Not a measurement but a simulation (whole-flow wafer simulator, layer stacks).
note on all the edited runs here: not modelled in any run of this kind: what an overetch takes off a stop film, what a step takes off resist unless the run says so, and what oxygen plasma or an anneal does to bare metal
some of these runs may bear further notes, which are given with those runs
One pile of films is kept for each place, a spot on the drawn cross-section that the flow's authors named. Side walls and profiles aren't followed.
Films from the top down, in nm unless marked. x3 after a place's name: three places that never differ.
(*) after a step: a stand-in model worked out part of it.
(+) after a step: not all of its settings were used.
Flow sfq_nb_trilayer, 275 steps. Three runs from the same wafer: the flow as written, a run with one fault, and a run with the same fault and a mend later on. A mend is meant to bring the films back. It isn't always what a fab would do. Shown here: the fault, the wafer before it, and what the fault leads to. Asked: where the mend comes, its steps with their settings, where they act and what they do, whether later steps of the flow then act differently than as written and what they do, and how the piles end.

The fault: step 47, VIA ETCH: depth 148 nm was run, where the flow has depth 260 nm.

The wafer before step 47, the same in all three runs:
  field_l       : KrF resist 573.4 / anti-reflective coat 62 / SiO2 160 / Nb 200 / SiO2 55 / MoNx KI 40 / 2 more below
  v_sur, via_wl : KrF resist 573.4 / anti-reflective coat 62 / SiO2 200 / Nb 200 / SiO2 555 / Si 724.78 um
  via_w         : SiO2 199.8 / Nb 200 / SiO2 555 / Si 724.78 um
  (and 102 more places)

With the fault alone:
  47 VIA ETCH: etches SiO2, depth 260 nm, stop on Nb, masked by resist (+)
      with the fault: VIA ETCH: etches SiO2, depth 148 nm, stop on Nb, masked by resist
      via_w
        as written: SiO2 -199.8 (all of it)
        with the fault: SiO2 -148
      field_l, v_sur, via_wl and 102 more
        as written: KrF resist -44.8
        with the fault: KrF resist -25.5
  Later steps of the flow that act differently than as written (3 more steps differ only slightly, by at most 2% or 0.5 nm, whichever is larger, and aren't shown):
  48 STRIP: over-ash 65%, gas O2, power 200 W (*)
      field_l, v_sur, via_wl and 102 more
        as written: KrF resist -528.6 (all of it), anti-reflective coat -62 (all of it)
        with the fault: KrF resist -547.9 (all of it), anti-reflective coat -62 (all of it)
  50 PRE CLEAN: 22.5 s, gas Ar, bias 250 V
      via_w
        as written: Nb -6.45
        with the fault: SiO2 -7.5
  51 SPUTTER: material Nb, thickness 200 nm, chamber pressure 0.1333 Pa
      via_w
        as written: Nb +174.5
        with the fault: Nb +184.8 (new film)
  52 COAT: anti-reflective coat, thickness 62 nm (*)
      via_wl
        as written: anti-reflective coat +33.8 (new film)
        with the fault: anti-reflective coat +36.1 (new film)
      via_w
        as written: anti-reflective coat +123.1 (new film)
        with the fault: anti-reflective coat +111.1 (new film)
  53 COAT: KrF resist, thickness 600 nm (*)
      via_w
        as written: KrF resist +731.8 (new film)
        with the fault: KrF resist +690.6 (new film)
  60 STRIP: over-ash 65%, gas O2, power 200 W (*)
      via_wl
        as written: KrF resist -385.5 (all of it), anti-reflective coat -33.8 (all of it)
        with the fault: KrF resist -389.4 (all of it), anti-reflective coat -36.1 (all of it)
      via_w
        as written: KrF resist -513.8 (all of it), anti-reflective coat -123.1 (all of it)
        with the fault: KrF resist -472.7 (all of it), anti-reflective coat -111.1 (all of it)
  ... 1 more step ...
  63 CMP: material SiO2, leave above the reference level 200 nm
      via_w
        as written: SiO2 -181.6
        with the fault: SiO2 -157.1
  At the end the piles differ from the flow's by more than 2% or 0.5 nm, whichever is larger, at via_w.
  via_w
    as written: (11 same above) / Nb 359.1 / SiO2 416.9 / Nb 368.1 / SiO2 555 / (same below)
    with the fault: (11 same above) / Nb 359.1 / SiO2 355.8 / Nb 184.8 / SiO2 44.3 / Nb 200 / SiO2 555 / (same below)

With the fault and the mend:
  The mend comes after step 48.
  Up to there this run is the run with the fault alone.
  48a COAT: anti-reflective coat, thickness 62 nm (*) (the flow's step 40 once more)
      p4_fl x3, p4_w1 x9, p4_g1 x2 and 63 more
        anti-reflective coat +62 (new film)
      ce_l, c5j, ce_r and 9 more
        anti-reflective coat +61.8 (new film)
      lsp_m, ln_m6, lsp_r, l0_sur, l0v
        anti-reflective coat +61.9 (new film)
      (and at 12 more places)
  48b COAT: KrF resist, thickness 650 nm (*) (the flow's step 41 once more)
      p4_fl x3, p4_w1 x9, p4_g1 x2 and 63 more
        KrF resist +650 (new film)
      r_end, moat, field_r and 6 more
        KrF resist +649.6 (new film)
      be_r, r_sur, res, l0v
        KrF resist +649.5 (new film)
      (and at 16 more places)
  48c SOFTBAKE: KrF resist (the flow's step 42 once more)
      changes no film at any place that is followed
  48d EXPOSE: photomask I0, dose 11.91 mJ/cm2, NA 0.6, wavelength 248 nm (*) (the flow's step 43 once more)
      changes no film at any place that is followed
  48e PEB: KrF resist, 90 s (the flow's step 44 once more)
      gap, jj_sur, ce_l and 93 more
        KrF resist -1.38
      via_v, wire, be, be_sur
        KrF resist -1.37
      field_l, v_sur, via_sp
        KrF resist -1.36
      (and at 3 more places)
  48f DEVELOP: KrF resist, thickness 650 nm, 60 s (the flow's step 45 once more)
      field_l, v_sur, via_wl and 102 more
        KrF resist -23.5
      via_w
        KrF resist -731 (all of it)
  48g VIA ETCH: etches anti-reflective coat, depth 125 nm, masked by resist (+) (the flow's step 46 once more)
      field_l, v_sur, via_wl and 102 more
        KrF resist -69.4
      via_w
        anti-reflective coat -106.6 (all of it)
  48h VIA ETCH: etches SiO2, depth 112 nm, stop on Nb, masked by resist (+) (the flow's step 47 once more, with other settings)
      field_l, v_sur, via_wl and 102 more
        KrF resist -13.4
      via_w
        SiO2 -51.8 (all of it)
  48i STRIP: over-ash 65%, gas O2, power 200 W (*) (the flow's step 48 once more)
      p4_fl x3, p4_w1 x9, p4_g1 x2 and 63 more
        KrF resist -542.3 (all of it), anti-reflective coat -62 (all of it)
      be_r, r_sur, res, r_end
        KrF resist -541.8 (all of it), anti-reflective coat -61.8 (all of it)
      moat, field_r, lsp_l, ln_m5
        KrF resist -541.9 (all of it), anti-reflective coat -61.8 (all of it)
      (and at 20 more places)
  No later step of the flow acts differently than as written, at any place that is followed, by more than 2% or 0.5 nm, whichever is larger.
  At the end the piles differ from the flow's only slightly at the places that both follow, by at most 2% or 0.5 nm, whichever is larger.
